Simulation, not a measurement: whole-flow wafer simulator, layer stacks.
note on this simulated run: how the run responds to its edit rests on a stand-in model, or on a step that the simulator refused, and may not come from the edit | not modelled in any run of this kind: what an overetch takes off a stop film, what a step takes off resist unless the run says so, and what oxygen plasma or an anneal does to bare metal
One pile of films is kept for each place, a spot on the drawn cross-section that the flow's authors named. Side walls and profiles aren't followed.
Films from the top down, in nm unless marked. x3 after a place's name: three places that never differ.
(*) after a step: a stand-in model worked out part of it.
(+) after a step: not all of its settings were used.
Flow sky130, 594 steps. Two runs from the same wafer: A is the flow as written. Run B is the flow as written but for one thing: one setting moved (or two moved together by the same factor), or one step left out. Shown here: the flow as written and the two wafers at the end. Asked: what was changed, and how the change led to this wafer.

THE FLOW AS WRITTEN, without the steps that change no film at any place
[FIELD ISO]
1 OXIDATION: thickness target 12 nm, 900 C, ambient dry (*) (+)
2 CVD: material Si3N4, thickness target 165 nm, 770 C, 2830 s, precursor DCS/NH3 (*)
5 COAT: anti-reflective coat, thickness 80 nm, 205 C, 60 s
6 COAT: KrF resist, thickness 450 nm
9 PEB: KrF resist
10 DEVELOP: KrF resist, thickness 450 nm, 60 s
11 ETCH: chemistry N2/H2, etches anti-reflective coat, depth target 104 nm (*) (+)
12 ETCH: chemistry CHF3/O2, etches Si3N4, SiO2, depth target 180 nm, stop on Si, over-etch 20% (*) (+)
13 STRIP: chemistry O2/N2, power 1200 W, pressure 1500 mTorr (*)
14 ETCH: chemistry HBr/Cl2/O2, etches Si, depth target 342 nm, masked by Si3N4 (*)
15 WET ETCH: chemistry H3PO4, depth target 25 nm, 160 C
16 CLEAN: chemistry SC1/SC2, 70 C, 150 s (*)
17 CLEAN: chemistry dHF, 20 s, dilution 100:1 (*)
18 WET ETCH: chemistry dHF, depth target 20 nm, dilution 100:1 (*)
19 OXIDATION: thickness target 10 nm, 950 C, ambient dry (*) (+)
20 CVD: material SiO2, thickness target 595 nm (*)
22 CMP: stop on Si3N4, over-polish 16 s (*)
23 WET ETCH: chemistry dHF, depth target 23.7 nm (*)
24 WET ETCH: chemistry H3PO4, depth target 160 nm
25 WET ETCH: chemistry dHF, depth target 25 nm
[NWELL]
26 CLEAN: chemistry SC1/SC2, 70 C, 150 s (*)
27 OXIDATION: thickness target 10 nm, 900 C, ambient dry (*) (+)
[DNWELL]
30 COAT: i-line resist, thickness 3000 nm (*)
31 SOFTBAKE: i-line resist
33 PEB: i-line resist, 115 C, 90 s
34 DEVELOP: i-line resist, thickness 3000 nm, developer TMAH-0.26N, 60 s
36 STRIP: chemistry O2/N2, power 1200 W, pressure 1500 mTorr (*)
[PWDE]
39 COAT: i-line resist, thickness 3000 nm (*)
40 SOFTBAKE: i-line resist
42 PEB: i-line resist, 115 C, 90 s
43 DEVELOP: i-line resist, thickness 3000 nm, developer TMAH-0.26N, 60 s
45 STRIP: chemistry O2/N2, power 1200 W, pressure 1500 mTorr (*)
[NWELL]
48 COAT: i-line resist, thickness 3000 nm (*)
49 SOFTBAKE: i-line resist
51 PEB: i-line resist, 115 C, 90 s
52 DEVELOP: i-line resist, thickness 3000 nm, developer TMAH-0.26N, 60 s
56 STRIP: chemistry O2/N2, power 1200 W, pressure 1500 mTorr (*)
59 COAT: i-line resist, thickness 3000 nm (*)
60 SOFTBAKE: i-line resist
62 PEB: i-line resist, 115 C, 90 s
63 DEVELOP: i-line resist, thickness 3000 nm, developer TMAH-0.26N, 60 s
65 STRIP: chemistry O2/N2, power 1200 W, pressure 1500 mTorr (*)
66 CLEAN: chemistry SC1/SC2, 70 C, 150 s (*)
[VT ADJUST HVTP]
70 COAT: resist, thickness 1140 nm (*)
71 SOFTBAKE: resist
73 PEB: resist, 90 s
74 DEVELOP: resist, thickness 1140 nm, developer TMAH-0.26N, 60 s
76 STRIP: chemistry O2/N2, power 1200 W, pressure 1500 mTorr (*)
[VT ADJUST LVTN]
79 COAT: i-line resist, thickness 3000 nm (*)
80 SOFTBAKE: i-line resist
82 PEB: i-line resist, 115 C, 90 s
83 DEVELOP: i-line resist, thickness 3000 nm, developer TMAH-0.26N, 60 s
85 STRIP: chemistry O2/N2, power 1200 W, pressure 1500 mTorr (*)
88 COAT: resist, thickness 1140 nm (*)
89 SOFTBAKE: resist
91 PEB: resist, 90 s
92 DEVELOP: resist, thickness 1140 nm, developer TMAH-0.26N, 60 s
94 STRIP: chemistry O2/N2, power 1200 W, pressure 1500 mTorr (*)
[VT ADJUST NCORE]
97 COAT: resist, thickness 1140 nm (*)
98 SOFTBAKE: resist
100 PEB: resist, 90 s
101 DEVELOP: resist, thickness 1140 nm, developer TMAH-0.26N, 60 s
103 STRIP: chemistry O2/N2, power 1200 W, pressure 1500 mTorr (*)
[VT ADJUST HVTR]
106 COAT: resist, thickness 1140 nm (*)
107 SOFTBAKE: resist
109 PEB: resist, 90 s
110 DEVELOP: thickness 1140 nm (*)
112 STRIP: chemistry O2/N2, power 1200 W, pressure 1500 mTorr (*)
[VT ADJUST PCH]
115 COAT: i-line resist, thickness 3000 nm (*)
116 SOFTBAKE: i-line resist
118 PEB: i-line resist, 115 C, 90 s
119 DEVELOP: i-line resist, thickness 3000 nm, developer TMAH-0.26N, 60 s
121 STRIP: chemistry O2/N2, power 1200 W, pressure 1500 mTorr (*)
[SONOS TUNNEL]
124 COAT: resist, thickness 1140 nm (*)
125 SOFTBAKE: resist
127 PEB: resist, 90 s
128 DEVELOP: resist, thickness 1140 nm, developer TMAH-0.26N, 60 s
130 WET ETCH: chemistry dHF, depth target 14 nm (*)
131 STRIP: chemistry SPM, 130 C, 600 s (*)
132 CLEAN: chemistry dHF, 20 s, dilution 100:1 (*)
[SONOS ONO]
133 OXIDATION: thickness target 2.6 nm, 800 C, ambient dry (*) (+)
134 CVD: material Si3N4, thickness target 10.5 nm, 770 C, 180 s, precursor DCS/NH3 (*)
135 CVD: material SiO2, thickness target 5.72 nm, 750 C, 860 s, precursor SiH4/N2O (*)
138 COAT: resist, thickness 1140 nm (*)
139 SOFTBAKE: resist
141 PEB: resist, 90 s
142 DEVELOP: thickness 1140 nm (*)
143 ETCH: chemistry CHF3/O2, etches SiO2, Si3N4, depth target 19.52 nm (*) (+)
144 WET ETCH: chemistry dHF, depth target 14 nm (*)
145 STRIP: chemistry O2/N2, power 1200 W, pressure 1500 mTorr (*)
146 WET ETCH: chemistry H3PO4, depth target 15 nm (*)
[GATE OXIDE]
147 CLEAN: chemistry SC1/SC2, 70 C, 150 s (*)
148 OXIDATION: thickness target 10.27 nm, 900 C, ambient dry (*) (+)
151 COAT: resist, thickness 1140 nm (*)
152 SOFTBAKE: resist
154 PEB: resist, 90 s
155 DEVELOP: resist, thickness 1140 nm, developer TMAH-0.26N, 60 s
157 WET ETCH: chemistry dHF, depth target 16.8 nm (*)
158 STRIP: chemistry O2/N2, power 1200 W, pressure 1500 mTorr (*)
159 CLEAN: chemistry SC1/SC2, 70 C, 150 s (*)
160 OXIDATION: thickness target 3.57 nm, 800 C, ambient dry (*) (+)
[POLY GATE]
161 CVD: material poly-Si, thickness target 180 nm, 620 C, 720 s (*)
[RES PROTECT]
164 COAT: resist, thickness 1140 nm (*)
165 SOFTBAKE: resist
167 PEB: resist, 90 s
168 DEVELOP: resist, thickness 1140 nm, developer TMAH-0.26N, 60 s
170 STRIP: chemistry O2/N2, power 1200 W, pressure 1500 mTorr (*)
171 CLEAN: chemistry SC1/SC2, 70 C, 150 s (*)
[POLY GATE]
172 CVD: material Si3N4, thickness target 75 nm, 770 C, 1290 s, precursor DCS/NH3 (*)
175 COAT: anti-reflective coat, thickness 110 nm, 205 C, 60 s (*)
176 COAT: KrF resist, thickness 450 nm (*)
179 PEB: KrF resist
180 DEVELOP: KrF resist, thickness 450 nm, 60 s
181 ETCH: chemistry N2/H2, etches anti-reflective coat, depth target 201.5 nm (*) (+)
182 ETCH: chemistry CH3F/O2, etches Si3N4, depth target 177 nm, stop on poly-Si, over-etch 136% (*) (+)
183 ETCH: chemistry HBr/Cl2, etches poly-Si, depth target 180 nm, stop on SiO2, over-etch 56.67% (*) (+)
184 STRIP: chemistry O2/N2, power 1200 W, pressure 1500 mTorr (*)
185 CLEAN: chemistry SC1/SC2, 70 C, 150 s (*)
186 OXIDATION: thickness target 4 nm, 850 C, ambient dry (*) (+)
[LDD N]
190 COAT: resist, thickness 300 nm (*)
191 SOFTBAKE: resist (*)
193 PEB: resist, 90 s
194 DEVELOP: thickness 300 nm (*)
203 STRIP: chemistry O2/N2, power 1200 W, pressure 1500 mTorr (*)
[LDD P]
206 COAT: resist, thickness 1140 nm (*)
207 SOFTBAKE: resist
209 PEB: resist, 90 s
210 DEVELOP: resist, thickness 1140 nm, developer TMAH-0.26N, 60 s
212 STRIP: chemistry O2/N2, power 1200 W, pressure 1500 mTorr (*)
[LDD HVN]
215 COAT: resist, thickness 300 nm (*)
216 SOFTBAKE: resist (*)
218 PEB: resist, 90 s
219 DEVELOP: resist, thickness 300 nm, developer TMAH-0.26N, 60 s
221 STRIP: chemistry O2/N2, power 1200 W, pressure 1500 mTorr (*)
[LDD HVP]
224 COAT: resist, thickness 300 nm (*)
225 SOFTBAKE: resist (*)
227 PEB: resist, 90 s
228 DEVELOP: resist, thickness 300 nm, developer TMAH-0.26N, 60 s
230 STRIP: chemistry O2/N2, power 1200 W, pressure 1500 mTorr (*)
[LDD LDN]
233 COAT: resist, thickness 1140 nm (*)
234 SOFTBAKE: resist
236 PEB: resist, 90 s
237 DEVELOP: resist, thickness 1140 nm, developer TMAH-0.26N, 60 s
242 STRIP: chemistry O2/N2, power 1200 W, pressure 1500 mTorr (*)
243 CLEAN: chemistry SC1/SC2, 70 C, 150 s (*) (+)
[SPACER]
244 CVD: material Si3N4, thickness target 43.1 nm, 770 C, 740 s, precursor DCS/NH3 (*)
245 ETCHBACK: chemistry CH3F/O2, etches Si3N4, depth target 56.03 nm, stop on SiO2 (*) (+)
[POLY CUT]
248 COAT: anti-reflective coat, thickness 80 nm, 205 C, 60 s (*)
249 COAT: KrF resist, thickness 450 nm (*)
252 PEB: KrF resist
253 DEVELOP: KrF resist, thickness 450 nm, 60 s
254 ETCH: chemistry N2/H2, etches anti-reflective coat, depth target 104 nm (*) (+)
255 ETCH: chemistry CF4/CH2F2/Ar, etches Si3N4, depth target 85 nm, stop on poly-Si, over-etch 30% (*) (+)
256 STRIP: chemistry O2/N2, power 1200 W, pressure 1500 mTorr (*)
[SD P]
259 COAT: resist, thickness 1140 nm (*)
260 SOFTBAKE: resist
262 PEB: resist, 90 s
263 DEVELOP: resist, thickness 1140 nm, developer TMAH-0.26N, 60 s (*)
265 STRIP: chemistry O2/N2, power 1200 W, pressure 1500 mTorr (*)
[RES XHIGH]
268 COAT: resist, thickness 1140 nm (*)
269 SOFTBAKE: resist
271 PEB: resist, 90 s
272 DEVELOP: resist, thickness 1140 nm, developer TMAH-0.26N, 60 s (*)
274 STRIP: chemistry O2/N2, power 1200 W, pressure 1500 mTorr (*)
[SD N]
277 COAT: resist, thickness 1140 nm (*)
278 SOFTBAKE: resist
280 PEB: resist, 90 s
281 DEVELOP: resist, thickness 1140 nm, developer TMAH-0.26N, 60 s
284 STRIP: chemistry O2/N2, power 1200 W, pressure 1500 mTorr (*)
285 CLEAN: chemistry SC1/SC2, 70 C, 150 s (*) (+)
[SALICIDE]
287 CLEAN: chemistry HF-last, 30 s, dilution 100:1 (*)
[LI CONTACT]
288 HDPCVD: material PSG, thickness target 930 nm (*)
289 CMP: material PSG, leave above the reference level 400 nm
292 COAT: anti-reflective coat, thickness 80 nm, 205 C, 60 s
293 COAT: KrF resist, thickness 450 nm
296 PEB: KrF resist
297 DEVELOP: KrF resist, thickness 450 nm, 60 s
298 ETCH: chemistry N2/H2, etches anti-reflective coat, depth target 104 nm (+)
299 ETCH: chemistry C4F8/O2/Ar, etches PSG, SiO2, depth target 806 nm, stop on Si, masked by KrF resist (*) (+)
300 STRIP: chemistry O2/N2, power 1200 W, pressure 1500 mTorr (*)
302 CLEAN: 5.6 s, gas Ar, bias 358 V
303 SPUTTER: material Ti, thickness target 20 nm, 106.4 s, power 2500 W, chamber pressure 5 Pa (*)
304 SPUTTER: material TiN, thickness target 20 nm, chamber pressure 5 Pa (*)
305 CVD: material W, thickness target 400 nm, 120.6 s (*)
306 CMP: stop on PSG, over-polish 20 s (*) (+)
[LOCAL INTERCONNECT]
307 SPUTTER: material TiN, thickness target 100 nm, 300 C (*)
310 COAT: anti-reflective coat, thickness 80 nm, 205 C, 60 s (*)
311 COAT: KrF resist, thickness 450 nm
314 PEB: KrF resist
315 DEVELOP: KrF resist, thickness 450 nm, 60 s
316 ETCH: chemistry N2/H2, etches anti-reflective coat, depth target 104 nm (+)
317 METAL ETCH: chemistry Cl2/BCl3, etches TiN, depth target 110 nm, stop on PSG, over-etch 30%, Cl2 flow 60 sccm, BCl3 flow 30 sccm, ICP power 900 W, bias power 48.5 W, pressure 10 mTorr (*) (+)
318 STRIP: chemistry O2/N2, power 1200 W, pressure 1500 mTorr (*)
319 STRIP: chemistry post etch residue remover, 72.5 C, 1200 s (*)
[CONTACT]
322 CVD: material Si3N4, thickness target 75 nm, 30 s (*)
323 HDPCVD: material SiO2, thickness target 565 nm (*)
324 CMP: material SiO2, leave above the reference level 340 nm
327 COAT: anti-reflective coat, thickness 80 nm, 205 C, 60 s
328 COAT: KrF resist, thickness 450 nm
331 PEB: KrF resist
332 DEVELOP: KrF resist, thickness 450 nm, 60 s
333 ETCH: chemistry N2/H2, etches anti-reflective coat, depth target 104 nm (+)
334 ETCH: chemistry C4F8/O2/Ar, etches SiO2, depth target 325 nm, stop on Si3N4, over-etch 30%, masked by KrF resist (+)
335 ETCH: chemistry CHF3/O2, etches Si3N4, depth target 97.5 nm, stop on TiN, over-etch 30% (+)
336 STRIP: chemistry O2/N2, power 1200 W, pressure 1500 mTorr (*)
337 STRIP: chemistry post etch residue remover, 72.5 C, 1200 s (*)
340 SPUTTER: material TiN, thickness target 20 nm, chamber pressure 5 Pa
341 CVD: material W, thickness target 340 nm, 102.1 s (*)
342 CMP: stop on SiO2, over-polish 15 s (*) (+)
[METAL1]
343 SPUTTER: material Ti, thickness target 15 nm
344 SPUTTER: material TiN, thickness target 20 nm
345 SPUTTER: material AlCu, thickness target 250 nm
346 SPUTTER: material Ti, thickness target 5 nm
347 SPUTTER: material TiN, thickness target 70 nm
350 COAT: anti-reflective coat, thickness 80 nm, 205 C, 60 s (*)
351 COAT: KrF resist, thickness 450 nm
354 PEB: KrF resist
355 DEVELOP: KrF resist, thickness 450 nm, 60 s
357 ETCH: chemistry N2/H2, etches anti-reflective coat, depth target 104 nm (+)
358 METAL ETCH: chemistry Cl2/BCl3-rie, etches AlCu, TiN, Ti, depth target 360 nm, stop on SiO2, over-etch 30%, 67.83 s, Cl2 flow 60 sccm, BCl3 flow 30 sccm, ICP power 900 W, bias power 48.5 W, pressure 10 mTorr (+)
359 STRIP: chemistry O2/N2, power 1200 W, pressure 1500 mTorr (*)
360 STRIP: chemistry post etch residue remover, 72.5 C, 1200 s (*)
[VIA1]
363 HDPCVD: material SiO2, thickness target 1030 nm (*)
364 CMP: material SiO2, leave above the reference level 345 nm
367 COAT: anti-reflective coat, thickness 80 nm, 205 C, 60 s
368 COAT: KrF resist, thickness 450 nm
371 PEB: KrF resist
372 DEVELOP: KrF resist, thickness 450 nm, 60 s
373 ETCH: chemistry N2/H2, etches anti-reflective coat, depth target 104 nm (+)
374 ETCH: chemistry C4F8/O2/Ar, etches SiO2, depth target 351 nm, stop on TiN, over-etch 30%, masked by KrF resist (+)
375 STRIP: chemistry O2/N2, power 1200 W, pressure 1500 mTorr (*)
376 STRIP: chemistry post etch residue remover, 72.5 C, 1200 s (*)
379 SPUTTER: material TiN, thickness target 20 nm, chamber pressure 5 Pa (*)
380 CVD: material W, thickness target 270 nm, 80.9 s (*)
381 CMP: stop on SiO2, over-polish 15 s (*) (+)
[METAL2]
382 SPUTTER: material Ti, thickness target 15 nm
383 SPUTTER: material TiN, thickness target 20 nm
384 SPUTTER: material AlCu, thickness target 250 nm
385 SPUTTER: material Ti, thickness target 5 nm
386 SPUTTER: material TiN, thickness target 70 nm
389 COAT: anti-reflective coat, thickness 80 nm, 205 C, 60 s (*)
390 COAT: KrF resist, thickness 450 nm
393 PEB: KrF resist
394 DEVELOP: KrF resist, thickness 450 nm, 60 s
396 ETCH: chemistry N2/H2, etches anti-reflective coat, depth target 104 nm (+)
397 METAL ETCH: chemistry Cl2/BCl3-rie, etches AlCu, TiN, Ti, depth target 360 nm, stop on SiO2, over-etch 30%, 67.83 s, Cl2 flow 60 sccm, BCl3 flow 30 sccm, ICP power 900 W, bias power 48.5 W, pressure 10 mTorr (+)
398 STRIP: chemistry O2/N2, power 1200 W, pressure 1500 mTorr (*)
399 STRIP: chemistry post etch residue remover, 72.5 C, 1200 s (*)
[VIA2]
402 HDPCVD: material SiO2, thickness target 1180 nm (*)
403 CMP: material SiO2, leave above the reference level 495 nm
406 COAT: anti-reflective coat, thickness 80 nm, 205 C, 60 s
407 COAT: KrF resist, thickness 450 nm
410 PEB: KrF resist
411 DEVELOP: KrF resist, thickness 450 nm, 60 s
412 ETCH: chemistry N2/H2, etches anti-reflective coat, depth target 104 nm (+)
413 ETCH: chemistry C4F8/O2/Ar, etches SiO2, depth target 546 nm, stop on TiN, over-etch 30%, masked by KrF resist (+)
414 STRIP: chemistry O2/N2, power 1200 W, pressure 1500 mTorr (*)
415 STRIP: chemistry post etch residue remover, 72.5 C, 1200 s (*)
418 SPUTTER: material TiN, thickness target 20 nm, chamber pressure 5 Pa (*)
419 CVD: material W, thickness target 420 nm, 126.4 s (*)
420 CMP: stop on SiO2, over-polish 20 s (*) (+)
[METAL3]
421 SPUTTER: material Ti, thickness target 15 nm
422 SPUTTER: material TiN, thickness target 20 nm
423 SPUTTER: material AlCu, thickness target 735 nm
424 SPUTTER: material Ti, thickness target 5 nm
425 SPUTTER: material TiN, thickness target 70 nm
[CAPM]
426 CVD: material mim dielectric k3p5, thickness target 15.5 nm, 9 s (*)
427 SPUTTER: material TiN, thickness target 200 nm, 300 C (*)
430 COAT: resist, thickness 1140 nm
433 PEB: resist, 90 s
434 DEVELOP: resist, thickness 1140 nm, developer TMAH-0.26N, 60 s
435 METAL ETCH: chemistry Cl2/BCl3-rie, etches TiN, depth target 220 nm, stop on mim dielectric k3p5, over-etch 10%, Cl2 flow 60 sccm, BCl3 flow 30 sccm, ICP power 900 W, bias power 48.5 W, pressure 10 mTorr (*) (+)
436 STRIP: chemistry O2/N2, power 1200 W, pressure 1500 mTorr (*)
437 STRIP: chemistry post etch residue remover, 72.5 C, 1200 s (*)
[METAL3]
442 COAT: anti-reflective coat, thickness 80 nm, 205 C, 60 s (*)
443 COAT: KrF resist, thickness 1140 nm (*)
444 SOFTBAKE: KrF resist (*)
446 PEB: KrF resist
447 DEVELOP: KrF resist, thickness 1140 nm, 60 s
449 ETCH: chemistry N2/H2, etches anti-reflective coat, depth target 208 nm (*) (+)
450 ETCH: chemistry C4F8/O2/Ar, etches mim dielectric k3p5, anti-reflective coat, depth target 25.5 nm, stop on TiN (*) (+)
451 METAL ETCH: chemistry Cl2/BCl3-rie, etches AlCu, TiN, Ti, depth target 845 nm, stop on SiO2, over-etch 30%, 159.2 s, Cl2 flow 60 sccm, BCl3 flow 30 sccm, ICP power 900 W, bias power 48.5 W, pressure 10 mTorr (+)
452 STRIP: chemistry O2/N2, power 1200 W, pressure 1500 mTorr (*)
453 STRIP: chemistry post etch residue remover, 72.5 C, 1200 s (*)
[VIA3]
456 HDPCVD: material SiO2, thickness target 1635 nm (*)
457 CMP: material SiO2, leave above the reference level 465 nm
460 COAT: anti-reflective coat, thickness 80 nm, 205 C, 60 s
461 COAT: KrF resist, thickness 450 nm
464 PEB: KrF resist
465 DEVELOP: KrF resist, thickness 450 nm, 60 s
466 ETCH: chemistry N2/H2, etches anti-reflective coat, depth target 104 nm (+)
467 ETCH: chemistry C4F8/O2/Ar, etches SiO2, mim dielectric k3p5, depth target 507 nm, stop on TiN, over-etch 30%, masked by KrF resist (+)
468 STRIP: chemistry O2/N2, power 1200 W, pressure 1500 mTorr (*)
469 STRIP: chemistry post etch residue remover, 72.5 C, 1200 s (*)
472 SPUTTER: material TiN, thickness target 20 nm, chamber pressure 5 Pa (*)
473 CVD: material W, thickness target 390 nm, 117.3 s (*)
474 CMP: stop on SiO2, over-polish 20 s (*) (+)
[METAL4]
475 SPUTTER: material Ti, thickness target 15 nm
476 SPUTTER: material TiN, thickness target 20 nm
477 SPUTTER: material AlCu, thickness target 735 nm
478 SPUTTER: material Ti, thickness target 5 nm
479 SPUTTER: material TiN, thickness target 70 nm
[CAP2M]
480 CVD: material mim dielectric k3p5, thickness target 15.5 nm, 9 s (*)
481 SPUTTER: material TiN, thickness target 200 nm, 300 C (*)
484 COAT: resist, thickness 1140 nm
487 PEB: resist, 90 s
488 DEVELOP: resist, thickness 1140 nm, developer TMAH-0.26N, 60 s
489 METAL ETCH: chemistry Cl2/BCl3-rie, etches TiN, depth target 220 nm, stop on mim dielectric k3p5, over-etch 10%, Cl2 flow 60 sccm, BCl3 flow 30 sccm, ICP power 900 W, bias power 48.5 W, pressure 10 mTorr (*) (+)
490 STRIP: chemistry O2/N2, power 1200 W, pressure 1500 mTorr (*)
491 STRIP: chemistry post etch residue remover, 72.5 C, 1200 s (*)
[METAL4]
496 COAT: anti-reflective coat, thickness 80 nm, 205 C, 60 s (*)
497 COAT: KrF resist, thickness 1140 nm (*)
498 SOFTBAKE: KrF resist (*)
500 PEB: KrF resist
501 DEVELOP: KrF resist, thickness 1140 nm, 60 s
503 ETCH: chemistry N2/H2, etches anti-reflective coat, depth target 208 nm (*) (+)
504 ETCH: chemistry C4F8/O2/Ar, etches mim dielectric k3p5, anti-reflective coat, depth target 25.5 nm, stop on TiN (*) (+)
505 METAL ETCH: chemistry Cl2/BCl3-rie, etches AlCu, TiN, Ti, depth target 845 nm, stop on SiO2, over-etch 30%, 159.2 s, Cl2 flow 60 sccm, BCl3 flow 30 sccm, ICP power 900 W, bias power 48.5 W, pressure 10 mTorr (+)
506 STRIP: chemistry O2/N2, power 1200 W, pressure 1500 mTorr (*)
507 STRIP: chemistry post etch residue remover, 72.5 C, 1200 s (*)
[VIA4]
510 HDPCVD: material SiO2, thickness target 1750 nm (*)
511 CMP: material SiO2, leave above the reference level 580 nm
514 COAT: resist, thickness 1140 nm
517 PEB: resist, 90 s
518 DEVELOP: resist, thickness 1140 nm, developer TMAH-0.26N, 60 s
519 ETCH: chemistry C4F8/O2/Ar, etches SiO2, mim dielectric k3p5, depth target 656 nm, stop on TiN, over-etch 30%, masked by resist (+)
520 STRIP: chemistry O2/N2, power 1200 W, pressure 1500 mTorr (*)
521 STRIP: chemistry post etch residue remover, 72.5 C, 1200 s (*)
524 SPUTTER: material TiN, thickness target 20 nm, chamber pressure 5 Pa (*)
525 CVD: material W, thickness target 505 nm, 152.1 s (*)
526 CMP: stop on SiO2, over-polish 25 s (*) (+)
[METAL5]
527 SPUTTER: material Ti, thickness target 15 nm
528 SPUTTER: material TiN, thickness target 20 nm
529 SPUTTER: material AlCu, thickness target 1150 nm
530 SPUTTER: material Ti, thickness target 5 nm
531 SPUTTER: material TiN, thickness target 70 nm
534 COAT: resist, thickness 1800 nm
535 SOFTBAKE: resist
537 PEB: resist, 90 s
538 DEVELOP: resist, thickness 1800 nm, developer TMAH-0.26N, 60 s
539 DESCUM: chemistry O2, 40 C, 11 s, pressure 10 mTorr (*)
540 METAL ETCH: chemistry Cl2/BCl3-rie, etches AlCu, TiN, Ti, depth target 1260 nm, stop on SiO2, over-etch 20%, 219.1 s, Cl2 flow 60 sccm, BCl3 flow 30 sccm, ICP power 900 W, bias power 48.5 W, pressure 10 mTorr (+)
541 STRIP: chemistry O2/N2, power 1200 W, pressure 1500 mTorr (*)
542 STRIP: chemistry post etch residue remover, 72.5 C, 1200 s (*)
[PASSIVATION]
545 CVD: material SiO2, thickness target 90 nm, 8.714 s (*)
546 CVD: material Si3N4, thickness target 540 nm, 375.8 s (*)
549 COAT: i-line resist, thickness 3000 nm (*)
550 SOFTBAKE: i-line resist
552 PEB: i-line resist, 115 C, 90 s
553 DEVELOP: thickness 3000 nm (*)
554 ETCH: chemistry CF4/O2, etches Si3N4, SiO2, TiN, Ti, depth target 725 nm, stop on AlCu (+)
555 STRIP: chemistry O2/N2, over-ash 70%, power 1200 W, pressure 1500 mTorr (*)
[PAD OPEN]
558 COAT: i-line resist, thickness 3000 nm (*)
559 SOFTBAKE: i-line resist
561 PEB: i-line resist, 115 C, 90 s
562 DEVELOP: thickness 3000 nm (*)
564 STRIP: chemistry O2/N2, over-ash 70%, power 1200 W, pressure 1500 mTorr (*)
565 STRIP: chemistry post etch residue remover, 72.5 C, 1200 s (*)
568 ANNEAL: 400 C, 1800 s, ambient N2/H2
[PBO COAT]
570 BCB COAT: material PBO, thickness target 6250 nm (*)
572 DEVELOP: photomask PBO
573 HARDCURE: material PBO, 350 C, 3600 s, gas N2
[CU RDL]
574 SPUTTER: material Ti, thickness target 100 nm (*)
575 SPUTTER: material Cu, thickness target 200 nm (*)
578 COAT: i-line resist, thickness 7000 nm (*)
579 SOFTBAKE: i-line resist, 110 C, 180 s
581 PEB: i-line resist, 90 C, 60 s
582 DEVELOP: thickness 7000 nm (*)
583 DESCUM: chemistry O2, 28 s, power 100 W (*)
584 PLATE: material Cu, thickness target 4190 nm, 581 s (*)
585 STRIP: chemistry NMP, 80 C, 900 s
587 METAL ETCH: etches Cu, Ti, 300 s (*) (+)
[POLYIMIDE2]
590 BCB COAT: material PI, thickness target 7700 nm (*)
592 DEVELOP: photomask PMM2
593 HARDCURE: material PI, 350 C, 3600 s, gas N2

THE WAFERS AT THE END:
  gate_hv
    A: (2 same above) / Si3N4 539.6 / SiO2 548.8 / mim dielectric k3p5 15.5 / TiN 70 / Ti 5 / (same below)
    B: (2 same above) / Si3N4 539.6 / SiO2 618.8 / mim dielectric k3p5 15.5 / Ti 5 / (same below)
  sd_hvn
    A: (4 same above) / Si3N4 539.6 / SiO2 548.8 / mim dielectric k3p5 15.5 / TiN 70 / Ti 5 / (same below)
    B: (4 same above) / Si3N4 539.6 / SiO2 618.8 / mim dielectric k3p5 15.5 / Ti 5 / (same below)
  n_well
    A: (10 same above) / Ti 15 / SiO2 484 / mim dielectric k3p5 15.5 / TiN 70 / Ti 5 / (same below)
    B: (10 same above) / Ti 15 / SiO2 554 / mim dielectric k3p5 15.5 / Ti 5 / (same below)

The cause: step 479, SPUTTER: material TiN, thickness target 70 nm, was left out.

How the change led to this, step by step:
  505 METAL ETCH: chemistry Cl2/BCl3-rie, etches AlCu, TiN, Ti, depth target 845 nm, stop on SiO2, over-etch 30%, 159.2 s, Cl2 flow 60 sccm, BCl3 flow 30 sccm, ICP power 900 W, bias power 48.5 W, pressure 10 mTorr (+)
      field, active, gate and 70 more: A TiN -70 (all of it), Ti -5 (all of it), AlCu -735 (all of it), TiN -20 (all of it), Ti -15 (all of it), SiO2 -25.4 | B Ti -5 (all of it), AlCu -735 (all of it), TiN -20 (all of it), Ti -15 (all of it), SiO2 -32.4
      vpp_iso1, mim_edge_plate, m1_ln and 12 more: A TiN -70 (all of it), Ti -5 (all of it), AlCu -735 (all of it), TiN -20 (all of it), Ti -15 (all of it), SiO2 -25.3 | B Ti -5 (all of it), AlCu -735 (all of it), TiN -20 (all of it), Ti -15 (all of it), SiO2 -32.3
  511 CMP: material SiO2, leave above the reference level 580 nm
      n_well, p_well, gate_hv and 99 more: A SiO2 -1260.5 | B SiO2 -1190.5
      m1, via3_hole: A SiO2 -1259.9 | B SiO2 -1189.9
      (and at 1 more place)
  519 ETCH: chemistry C4F8/O2/Ar, etches SiO2, mim dielectric k3p5, depth target 656 nm, stop on TiN, over-etch 30%, masked by resist (+)
      m1: A SiO2 -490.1 (all of it), mim dielectric k3p5 -15.5 (all of it) | B SiO2 -560.1 (all of it), mim dielectric k3p5 -15.5 (all of it), Ti -5 (all of it), AlCu -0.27
      via4_hole: A SiO2 -489.5 (all of it), mim dielectric k3p5 -15.5 (all of it) | B SiO2 -559.5 (all of it), mim dielectric k3p5 -15.5 (all of it), Ti -5 (all of it), AlCu -0.3
  521 STRIP: chemistry post etch residue remover, 72.5 C, 1200 s (*)
      m1, via4_hole: A TiN -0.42 | B AlCu -5.72
  524 SPUTTER: material TiN, thickness target 20 nm, chamber pressure 5 Pa (*)
      m1: A TiN +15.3 | B TiN +14.8 (new film)
      via4_hole: A TiN +15.3 | B TiN +14.7 (new film)
  525 CVD: material W, thickness target 505 nm, 152.1 s (*)
      m1: A W +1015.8 (new film) | B W +1096.8 (new film)
      via4_hole: A W +1015.2 (new film) | B W +1096.3 (new film)
